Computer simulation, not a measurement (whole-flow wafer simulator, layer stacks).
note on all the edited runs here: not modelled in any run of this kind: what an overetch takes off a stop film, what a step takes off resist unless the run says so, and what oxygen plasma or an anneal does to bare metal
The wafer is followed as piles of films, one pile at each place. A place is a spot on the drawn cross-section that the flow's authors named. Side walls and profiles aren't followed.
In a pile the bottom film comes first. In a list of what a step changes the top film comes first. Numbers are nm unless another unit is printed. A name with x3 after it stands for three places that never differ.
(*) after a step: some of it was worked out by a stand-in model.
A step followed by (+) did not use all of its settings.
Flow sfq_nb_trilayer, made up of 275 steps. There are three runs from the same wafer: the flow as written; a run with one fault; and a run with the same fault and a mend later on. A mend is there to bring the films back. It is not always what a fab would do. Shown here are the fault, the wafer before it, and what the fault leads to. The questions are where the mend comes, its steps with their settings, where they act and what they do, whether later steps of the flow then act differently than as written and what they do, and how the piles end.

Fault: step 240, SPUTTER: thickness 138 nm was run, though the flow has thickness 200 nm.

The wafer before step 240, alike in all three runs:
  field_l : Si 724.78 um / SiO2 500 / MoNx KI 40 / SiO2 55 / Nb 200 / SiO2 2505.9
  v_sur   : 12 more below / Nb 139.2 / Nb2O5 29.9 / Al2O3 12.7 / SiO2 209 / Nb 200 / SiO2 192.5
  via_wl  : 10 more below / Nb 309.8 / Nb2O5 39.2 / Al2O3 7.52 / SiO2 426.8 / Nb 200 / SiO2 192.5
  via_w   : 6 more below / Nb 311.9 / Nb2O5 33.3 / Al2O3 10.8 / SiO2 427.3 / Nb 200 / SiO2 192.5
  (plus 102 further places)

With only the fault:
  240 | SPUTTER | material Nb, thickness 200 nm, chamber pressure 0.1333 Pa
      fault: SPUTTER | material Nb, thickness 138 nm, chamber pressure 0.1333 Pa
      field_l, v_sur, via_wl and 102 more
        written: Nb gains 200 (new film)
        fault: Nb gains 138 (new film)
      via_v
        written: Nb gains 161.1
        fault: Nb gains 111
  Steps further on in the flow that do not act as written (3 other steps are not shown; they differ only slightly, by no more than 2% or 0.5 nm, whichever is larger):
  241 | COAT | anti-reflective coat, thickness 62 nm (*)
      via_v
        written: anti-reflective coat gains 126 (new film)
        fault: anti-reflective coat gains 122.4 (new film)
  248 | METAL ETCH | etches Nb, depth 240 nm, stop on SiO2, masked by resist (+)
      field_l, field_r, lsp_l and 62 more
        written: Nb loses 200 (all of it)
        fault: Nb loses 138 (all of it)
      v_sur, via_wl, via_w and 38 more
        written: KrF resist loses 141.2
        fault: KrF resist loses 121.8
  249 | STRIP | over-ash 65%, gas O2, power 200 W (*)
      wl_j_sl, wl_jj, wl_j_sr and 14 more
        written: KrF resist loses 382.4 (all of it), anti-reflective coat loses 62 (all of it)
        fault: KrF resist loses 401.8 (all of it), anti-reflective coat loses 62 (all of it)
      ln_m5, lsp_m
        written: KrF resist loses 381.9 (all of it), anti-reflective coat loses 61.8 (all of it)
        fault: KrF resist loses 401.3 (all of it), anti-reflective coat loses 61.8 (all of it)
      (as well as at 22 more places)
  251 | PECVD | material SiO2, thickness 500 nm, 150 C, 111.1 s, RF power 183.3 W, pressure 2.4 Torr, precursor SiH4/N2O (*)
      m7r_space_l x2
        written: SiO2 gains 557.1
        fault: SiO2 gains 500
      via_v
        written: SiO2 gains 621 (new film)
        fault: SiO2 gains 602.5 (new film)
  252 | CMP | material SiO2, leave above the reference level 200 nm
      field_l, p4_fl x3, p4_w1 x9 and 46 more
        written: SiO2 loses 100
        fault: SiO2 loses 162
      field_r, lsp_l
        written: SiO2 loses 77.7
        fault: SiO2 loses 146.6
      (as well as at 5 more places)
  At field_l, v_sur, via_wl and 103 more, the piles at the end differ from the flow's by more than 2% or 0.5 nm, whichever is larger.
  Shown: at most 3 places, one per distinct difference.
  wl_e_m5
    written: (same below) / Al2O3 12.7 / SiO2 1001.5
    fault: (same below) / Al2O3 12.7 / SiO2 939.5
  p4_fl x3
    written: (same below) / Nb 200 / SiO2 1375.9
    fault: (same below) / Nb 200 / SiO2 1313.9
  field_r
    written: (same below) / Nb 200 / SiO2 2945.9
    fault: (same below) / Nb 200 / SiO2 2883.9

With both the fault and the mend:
  After step 246 comes the mend.
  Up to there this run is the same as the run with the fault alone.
  246a | STRIP | over-ash 65%, gas O2, power 200 W (*)
      p4_fl x3, p4_w1 x9, p4_g1 x2 and 46 more
        anti-reflective coat loses 62 (all of it)
      wl_j_sl, wl_jj, wl_j_sr and 14 more
        KrF resist loses 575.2 (all of it), anti-reflective coat loses 62 (all of it)
      field_r, lsp_l, l0_sur, l0v
        anti-reflective coat loses 61.8 (all of it)
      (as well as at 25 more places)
  246b | SPUTTER | material Nb, thickness 62 nm, chamber pressure 0.1333 Pa (the flow's step 240 again, with other settings)
      field_l, v_sur, via_wl and 102 more
        Nb gains 62
      via_v
        Nb gains 46.5
  246c | COAT | anti-reflective coat, thickness 62 nm (*) (the flow's step 241 again)
      p4_fl x3, p4_w1 x9, p4_g1 x2 and 63 more
        anti-reflective coat gains 62 (new film)
      field_r, lsp_l, ln_m5, lsp_m, ln_m6, lsp_r, l0_sur, l0v
        anti-reflective coat gains 61.8 (new film)
      be_r, r_sur, res, r_end, moat
        anti-reflective coat gains 61.7 (new film)
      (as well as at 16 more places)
  246d | COAT | KrF resist, thickness 600 nm (*) (the flow's step 242 again)
      p4_fl x3, p4_w1 x9, p4_g1 x2 and 63 more
        KrF resist gains 600 (new film)
      field_r, lsp_l, ln_m5, lsp_m, ln_m6, l0v
        KrF resist gains 599.5 (new film)
      r_end, moat
        KrF resist gains 599.4 (new film)
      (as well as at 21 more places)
  246e | SOFTBAKE | KrF resist (the flow's step 243 again)
      leaves every film unchanged at each place that is followed
  246f | EXPOSE | photomask M7, dose 12.21 mJ/cm2, NA 0.6, wavelength 248 nm (*) (the flow's step 244 again)
      leaves every film unchanged at each place that is followed
  246g | PEB | KrF resist, 90 s (the flow's step 245 again)
      field_l, v_sur, via_wl and 97 more
        KrF resist loses 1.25
      via_w, via_wr, wire, be
        KrF resist loses 1.24
      via_sp
        KrF resist loses 1.23
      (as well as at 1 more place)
  246h | DEVELOP | KrF resist, thickness 600 nm, 60 s (the flow's step 246 again)
      p4_fl x3, p4_w1 x9, p4_g1 x2 and 46 more
        KrF resist loses 598.7 (all of it)
      v_sur, via_wl, via_w and 38 more
        KrF resist loses 23.5
      field_r, lsp_l
        KrF resist loses 598.2 (all of it)
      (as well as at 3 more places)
  Every later step of the flow that is run acts as written, at every place that is followed, to within 2% or 0.5 nm, whichever is larger.
  The piles end only slightly different from the flow's at the places that both follow, by no more than 2% or 0.5 nm, whichever is larger.
